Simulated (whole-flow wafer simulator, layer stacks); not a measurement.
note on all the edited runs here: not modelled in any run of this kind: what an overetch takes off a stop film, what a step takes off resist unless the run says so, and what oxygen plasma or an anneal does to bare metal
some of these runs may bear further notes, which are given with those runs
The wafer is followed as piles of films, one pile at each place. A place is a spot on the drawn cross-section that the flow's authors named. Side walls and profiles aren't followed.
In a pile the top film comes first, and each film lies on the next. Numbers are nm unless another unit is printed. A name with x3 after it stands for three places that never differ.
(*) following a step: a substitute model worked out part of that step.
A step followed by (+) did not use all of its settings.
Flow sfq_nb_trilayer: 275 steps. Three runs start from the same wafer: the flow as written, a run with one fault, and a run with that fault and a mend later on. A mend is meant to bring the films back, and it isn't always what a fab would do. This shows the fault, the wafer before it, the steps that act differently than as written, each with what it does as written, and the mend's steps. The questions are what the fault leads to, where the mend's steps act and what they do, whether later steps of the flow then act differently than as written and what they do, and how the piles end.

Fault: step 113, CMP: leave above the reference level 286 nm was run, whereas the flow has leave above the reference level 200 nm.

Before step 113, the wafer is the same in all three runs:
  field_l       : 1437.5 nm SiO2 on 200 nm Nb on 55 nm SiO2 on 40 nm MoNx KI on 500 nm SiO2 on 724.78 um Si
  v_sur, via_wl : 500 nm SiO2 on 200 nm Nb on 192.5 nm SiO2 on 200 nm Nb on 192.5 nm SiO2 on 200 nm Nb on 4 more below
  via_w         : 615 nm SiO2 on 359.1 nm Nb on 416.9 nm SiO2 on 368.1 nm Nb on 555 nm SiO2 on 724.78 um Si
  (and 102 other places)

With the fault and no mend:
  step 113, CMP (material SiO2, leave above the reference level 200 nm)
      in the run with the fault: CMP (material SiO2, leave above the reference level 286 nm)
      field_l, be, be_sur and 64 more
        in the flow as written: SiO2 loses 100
        in the run with the fault: SiO2 loses 14
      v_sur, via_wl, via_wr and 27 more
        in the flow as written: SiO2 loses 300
        in the run with the fault: SiO2 loses 214
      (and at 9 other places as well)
  Later steps of the flow acting differently than as written (not shown: 4 more steps that differ only slightly, by at most 2% or 0.5 nm, whichever is larger):
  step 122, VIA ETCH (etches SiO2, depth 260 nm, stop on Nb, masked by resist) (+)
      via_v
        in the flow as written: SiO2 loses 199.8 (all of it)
        in the run with the fault: SiO2 loses 260
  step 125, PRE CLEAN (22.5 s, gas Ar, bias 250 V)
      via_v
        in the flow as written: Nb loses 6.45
        in the run with the fault: SiO2 loses 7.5
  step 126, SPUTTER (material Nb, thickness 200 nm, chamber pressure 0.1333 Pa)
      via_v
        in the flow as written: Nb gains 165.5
        in the run with the fault: Nb gains 152.6 (new film)
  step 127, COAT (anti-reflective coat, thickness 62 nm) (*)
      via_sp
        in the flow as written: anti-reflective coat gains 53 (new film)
        in the run with the fault: anti-reflective coat gains 50.1 (new film)
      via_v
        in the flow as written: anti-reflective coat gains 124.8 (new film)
        in the run with the fault: anti-reflective coat gains 128.6 (new film)
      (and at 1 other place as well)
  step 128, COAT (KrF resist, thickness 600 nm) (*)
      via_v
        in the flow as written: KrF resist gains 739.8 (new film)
        in the run with the fault: KrF resist gains 797.5 (new film)
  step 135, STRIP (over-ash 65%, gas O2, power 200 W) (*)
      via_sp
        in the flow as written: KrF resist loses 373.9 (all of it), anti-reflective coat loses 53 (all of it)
        in the run with the fault: KrF resist loses 369.8 (all of it), anti-reflective coat loses 50.1 (all of it)
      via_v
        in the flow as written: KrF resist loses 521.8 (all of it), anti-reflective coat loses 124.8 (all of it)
        in the run with the fault: KrF resist loses 579.3 (all of it), anti-reflective coat loses 128.6 (all of it)
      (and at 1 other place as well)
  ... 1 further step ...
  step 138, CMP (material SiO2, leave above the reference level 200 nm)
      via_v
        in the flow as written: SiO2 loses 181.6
        in the run with the fault: SiO2 loses 157.1
  By the end, the piles at field_l, v_sur, via_wl and 103 more depart from the flow's by more than 2% or 0.5 nm, whichever is larger.
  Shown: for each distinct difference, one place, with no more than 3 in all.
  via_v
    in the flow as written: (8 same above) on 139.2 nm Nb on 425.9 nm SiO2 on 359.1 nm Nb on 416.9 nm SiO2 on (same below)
    in the run with the fault: (8 same above) on 139.2 nm Nb on 500.1 nm SiO2 on 152.6 nm Nb on 18.3 nm SiO2 on 200 nm Nb on 416.9 nm SiO2 on (same below)
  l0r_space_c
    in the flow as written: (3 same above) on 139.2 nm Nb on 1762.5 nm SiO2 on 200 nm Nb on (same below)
    in the run with the fault: (3 same above) on 139.2 nm Nb on 1848.5 nm SiO2 on 200 nm Nb on (same below)
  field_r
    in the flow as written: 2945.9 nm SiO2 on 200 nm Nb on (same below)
    in the run with the fault: 3031.9 nm SiO2 on 200 nm Nb on (same below)

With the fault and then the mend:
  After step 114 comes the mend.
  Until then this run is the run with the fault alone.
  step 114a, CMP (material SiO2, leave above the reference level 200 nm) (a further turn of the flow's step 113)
      field_l, v_sur, via_wl and 103 more
        SiO2 loses 86
  Later steps of the flow that are run all act as written at every place that is followed.
  By the end, the piles equal the flow's at every place that both follow.
